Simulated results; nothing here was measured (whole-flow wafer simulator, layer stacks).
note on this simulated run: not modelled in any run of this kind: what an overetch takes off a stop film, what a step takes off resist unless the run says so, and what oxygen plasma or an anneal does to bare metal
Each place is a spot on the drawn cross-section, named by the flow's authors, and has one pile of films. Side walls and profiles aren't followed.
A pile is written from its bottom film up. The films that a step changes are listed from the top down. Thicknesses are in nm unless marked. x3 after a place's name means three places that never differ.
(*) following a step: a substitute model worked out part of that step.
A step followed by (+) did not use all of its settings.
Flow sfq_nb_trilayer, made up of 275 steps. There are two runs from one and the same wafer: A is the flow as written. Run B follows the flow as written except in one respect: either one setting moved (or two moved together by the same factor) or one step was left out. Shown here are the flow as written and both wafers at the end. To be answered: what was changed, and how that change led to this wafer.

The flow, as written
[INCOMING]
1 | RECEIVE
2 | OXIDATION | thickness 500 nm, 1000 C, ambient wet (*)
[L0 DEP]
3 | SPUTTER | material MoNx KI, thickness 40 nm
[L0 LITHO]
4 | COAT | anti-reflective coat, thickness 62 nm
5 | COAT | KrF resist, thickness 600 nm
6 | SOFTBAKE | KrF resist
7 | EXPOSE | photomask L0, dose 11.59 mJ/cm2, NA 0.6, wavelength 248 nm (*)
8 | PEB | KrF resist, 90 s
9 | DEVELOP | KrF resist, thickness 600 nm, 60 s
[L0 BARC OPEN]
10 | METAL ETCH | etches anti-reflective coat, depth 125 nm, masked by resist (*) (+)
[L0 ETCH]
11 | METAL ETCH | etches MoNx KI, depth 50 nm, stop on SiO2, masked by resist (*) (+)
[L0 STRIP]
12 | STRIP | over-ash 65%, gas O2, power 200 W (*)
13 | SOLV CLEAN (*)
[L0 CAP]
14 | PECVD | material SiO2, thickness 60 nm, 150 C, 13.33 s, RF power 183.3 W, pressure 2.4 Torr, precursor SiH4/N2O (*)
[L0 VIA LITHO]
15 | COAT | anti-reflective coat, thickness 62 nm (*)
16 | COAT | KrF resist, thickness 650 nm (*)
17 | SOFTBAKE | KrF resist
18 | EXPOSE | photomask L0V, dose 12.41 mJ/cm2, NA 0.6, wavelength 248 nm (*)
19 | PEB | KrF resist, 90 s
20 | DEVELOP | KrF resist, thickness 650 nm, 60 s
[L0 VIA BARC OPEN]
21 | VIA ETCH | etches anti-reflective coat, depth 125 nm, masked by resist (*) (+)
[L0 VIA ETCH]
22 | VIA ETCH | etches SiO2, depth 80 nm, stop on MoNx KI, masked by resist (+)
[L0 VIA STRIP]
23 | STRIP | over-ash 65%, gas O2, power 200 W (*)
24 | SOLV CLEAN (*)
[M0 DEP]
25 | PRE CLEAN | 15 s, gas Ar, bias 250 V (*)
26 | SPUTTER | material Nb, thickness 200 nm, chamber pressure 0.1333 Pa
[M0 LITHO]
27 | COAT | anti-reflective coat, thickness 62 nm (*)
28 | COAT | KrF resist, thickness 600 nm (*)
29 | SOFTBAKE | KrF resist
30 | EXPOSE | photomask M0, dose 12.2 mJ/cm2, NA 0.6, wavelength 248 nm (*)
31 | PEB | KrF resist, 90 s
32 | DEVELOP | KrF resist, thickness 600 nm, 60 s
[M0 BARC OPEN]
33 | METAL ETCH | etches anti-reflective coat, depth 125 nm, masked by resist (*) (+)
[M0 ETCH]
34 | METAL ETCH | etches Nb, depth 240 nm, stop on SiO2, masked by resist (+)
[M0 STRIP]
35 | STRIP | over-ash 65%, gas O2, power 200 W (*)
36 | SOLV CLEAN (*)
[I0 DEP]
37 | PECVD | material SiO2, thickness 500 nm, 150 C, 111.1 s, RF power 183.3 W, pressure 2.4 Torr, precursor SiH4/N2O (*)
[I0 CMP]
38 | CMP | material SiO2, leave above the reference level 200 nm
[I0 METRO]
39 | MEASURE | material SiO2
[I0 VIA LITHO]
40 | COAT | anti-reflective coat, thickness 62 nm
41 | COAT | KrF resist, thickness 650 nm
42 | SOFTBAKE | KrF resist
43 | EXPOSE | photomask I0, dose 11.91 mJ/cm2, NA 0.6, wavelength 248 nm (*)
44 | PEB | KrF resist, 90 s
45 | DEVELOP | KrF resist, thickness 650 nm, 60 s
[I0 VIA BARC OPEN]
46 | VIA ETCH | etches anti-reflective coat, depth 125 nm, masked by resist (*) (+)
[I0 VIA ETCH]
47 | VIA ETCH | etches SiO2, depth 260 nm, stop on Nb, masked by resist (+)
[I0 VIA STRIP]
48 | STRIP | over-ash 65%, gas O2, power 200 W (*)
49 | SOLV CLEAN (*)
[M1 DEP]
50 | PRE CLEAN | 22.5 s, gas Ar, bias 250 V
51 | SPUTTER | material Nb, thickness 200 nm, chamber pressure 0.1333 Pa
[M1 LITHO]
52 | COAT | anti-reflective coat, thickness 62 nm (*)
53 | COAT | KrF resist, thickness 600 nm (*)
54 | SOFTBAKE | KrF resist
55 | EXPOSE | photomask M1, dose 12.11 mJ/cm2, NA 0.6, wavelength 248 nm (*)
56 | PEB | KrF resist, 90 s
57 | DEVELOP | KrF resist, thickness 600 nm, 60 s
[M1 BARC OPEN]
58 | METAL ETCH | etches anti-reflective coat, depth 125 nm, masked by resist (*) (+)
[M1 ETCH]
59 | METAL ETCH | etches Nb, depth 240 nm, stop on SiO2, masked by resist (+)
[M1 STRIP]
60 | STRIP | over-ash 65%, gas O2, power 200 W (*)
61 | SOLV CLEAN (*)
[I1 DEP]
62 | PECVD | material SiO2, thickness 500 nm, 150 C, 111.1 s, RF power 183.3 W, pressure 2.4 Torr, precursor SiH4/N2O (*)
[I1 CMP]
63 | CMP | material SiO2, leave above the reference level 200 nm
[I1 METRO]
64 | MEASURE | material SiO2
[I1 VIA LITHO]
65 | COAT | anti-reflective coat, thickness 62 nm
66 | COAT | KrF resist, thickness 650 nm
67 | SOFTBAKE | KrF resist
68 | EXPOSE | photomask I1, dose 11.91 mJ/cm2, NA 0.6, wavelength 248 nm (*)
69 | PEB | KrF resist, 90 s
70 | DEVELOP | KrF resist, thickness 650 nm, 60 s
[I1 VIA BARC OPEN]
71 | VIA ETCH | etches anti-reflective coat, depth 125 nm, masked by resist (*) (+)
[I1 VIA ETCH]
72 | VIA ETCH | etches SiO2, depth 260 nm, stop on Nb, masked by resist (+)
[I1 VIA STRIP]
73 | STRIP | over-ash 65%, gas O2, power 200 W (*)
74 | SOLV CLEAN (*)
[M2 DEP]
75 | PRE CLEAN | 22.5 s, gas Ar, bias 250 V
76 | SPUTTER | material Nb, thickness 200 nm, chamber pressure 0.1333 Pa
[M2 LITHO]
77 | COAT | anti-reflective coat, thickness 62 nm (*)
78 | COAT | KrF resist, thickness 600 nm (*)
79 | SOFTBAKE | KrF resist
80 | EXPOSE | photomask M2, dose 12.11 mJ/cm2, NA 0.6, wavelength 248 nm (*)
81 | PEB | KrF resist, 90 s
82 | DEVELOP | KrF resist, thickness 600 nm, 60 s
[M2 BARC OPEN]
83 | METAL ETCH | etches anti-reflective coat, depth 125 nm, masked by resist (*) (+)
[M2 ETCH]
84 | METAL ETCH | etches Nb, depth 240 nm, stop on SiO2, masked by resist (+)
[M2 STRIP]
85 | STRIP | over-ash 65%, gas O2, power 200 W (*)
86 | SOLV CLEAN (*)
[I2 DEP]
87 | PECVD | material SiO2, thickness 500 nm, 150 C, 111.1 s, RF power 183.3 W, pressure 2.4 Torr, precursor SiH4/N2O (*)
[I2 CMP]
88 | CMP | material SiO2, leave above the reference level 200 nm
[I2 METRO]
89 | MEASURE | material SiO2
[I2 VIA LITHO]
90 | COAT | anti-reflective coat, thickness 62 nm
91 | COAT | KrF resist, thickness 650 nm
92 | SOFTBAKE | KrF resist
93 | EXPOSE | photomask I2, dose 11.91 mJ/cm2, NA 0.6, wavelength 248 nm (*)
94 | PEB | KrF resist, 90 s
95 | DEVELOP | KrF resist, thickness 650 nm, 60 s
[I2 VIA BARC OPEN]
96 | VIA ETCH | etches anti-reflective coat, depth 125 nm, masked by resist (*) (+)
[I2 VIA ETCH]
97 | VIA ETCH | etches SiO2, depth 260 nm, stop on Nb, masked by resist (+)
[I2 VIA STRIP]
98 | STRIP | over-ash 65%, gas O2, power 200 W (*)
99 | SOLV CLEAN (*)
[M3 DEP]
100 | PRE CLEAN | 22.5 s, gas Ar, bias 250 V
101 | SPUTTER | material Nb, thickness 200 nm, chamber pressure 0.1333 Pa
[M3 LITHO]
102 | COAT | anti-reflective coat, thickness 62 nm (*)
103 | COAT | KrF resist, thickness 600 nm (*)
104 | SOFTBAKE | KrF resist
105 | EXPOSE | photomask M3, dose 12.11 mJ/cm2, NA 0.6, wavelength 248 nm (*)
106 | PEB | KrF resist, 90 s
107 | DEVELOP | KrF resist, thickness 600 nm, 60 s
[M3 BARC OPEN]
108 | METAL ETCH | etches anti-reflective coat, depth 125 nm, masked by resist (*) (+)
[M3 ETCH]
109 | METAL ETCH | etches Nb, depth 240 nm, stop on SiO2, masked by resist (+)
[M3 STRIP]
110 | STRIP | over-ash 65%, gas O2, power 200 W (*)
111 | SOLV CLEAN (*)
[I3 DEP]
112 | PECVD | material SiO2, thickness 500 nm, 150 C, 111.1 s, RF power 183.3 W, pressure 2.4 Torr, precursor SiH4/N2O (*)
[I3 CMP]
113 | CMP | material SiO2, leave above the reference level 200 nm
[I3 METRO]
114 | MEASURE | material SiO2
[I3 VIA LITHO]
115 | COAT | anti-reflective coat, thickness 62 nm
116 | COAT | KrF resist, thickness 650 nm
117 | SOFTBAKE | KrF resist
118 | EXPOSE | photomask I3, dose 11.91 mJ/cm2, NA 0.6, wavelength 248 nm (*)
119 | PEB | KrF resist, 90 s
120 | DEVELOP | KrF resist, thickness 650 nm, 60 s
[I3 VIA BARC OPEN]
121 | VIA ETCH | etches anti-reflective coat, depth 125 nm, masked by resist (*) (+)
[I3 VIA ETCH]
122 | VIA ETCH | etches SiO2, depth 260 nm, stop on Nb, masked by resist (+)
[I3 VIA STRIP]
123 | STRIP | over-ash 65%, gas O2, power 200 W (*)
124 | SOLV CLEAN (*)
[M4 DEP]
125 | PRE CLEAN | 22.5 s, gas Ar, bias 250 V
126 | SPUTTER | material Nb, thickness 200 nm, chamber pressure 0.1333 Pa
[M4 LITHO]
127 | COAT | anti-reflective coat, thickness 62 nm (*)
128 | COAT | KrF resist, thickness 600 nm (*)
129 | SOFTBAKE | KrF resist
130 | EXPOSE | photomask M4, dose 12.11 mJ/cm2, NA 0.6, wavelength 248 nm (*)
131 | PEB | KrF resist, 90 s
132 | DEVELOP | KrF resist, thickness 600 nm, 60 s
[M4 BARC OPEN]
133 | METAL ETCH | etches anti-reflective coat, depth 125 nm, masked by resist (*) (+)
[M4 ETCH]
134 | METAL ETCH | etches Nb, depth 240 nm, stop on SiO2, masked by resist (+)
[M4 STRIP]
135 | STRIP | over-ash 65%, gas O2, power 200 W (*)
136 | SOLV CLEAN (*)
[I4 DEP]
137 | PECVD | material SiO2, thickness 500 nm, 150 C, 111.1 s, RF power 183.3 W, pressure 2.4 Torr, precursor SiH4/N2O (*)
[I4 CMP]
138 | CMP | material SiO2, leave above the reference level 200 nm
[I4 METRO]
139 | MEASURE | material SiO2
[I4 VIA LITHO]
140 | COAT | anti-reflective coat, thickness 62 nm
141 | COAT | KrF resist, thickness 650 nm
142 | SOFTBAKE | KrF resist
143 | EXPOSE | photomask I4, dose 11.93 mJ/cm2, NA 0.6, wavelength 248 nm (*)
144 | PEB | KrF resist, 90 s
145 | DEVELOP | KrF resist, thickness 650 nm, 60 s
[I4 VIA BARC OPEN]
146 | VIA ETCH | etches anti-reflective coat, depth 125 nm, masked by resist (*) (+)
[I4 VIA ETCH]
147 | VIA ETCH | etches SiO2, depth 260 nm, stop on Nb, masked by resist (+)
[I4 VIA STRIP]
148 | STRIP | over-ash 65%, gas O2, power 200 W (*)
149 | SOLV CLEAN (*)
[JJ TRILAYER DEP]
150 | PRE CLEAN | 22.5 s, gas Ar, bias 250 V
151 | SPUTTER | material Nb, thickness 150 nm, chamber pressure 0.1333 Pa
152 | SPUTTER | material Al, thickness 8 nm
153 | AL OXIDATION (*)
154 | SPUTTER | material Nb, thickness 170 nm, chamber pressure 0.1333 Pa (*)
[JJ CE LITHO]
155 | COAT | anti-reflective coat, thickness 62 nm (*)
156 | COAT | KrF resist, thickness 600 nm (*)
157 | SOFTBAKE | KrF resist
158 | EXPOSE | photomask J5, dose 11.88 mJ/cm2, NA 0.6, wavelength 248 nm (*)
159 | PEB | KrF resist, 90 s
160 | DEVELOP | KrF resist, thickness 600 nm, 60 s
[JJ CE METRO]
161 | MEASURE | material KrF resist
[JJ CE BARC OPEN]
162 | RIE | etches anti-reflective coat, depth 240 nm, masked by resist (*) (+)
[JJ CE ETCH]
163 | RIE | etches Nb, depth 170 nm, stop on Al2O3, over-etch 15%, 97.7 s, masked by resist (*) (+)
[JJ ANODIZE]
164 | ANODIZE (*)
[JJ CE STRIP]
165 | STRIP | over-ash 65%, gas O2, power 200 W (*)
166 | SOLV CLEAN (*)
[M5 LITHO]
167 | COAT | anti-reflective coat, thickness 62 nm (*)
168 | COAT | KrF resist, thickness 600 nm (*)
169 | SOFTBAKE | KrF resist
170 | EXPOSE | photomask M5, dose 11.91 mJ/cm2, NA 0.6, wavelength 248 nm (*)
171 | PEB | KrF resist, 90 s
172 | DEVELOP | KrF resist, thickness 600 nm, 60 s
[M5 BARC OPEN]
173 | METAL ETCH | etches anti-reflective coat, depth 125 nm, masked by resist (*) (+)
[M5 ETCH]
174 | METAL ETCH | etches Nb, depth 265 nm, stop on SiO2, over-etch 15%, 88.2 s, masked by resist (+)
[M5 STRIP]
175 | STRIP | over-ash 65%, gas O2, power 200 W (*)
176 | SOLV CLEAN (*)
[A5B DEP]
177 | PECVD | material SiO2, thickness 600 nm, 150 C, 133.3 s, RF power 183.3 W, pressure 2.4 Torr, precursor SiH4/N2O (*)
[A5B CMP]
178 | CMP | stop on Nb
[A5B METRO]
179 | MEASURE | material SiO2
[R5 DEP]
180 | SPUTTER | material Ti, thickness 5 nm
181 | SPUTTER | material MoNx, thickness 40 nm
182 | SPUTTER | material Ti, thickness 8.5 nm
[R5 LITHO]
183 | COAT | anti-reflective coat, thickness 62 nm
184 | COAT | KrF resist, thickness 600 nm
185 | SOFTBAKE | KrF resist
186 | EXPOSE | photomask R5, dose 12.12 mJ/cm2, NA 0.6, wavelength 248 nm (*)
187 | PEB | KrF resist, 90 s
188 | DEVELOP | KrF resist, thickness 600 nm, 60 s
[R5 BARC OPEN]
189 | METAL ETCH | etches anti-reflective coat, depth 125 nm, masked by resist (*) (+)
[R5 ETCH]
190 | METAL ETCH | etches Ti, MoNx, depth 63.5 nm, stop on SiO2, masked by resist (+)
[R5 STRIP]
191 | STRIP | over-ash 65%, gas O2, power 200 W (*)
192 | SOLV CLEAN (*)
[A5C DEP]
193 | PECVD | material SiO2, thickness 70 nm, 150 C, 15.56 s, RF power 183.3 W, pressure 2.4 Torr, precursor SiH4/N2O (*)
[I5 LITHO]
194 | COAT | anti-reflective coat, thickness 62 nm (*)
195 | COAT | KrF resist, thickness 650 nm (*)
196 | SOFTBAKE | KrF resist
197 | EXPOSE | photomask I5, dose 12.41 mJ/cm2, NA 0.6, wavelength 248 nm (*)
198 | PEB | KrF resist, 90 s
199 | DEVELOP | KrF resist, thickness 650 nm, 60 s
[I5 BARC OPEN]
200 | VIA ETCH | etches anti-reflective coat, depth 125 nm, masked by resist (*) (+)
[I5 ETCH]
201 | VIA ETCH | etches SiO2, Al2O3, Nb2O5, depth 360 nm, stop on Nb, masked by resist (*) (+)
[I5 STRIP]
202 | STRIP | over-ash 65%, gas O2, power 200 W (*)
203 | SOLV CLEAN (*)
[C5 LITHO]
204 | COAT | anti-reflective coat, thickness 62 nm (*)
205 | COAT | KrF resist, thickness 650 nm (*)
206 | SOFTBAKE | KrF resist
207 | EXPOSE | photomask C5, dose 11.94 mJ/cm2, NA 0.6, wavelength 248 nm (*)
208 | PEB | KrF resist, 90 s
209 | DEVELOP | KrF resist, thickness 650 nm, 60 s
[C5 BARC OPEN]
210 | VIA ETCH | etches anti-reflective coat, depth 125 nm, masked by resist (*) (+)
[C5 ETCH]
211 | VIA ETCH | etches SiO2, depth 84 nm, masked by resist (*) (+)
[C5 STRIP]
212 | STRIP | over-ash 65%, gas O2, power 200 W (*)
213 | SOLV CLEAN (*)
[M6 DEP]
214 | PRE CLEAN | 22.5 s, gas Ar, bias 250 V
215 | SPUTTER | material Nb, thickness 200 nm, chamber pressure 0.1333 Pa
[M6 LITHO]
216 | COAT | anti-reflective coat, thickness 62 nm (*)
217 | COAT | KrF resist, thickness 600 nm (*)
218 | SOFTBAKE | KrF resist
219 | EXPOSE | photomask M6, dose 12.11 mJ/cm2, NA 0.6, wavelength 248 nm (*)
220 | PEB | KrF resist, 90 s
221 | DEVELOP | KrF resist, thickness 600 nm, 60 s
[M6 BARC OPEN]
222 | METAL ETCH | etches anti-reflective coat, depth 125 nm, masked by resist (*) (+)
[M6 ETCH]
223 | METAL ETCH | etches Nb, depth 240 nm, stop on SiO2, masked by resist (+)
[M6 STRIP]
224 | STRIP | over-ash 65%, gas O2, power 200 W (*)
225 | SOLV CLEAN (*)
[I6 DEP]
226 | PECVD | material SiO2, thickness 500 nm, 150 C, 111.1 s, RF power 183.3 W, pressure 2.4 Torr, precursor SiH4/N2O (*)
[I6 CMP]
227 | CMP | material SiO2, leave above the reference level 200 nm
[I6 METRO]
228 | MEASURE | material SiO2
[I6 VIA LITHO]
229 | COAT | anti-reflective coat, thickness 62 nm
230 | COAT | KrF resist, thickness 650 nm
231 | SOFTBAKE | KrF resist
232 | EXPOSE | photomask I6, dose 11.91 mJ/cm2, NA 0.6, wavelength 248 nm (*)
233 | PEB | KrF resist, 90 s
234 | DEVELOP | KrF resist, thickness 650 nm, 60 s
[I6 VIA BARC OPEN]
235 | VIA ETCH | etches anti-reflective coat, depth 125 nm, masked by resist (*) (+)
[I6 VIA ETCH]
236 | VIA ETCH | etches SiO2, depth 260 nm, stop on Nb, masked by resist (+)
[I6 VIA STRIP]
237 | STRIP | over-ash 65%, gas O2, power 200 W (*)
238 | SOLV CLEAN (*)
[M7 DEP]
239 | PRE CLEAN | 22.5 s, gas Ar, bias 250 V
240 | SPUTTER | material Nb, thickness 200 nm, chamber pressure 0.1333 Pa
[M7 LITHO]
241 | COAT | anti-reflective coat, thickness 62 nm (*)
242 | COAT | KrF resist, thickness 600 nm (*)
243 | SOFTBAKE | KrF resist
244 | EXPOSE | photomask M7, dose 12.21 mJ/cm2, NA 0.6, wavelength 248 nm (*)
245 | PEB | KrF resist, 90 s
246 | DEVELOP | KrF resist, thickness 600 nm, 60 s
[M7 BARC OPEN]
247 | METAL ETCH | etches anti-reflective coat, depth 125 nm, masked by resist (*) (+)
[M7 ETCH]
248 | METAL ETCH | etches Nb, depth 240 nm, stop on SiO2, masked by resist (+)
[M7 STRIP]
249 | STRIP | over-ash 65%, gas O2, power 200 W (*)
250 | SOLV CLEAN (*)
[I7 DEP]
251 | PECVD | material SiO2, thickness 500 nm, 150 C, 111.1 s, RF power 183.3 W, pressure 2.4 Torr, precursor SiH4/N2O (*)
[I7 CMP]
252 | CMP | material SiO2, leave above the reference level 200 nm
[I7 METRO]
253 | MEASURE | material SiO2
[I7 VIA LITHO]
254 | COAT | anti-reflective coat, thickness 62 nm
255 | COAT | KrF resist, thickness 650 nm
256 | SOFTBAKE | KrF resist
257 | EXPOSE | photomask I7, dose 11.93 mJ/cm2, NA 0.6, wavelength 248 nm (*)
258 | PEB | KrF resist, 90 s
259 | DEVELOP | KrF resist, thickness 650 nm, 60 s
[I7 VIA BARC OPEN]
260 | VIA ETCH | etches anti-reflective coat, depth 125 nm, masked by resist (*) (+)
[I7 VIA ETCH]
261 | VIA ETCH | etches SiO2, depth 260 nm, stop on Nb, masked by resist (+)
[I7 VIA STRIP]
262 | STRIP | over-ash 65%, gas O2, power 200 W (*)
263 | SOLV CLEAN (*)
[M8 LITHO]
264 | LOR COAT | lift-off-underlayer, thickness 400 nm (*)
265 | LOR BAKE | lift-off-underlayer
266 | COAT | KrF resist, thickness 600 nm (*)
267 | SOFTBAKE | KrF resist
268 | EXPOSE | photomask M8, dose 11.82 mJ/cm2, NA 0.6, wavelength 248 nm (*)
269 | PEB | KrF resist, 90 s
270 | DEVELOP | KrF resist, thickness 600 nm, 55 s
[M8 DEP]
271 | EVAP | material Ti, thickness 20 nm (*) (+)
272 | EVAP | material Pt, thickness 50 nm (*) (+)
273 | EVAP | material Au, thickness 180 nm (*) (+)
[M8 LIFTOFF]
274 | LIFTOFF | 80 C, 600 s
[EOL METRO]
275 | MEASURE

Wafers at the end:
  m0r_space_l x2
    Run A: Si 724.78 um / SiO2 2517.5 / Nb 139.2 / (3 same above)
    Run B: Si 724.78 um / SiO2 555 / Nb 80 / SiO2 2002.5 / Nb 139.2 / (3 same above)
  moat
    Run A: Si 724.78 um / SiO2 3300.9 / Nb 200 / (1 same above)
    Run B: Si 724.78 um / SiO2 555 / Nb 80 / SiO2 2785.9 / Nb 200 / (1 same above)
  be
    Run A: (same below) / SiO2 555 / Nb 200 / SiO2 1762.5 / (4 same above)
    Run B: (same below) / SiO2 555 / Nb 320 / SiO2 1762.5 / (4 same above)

The reason: step 26, SPUTTER: thickness 320 nm was run, while the flow as written has thickness 200 nm.
The wafer itself shows it: be has Nb 320, and step 26 as written asks for 200 nm.

The path from the change to this, step by step:
  26 | SPUTTER | material Nb, thickness 200 nm, chamber pressure 0.1333 Pa
      field_l, v_sur, via_wl and 102 more: A +200 Nb (new film) | B +320 Nb (new film)
      l0v: A +195.7 Nb (new film) | B +316 Nb (new film)
  34 | METAL ETCH | etches Nb, depth 240 nm, stop on SiO2, masked by resist (+)
      moat, m0r_space_l x2: A -200 Nb (all of it) | B -240 Nb
  37 | PECVD | material SiO2, thickness 500 nm, 150 C, 111.1 s, RF power 183.3 W, pressure 2.4 Torr, precursor SiH4/N2O (*)
      moat, m0r_space_l x2: A +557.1 SiO2 | B +597.1 SiO2 (new film)
If metal films that touch count as one body, m0r_space_l x2 has 2 bodies (between them, from the top down: SiO2 2002.5); the flow as written gives 1 body.
If metal films that touch count as one body, moat has 2 bodies (between them, from the top down: SiO2 2785.9); the flow as written gives 1 body.
